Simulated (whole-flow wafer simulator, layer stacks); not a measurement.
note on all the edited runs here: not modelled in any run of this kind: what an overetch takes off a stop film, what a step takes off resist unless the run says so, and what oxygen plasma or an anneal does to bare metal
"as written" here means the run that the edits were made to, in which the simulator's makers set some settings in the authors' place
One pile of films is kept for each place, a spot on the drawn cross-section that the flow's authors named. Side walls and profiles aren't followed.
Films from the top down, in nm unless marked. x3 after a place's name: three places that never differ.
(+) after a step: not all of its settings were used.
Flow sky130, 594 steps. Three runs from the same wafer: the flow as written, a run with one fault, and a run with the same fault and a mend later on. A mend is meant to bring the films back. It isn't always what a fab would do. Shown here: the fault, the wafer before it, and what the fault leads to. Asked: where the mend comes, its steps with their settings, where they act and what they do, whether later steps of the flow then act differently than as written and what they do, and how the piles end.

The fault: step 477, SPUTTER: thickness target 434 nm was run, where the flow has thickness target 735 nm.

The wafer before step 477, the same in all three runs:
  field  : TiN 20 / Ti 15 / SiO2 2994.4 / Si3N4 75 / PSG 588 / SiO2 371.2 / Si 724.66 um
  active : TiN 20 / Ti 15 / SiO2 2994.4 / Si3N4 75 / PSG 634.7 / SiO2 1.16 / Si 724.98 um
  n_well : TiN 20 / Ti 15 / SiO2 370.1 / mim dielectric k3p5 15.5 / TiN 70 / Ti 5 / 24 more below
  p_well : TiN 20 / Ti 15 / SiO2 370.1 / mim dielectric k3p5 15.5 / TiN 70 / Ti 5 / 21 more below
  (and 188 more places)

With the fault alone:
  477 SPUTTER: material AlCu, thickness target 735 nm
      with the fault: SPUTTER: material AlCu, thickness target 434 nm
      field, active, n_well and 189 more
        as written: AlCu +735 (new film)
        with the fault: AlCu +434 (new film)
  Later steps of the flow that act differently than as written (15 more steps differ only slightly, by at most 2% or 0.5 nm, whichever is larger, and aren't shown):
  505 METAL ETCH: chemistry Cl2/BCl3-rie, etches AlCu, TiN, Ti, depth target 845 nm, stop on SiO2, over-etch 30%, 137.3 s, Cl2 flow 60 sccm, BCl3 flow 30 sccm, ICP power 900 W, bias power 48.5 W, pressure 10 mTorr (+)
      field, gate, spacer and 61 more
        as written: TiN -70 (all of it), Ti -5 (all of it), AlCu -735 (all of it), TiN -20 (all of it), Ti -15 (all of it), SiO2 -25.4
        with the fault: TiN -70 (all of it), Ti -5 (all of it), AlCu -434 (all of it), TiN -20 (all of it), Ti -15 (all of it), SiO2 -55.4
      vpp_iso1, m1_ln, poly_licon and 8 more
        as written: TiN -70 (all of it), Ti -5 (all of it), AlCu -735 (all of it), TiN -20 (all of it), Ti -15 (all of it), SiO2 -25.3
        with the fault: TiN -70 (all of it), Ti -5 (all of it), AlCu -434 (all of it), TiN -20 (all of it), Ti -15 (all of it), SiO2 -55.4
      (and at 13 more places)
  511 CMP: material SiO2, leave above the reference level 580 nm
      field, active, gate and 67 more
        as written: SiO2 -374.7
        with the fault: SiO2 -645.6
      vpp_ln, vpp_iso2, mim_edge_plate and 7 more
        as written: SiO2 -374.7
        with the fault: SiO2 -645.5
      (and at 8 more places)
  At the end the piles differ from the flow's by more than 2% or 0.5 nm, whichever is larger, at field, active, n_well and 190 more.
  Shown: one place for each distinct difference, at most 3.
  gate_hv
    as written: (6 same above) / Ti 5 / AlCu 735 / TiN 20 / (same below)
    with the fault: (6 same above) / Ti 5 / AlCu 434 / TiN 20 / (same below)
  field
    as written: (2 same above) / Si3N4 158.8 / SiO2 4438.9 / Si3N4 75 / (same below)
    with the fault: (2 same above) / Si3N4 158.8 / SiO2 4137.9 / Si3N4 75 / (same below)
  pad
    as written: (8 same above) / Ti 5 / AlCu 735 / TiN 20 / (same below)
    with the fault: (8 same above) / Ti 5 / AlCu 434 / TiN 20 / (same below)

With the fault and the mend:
  The mend comes after step 477.
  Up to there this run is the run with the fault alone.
  477a SPUTTER: material AlCu, thickness target 301 nm (the flow's step 477 once more, with other settings)
      field, active, n_well and 189 more
        AlCu +301
  No later step of the flow acts differently than as written at any place that is followed.
  At the end the piles are the same as the flow's at every place that both follow.
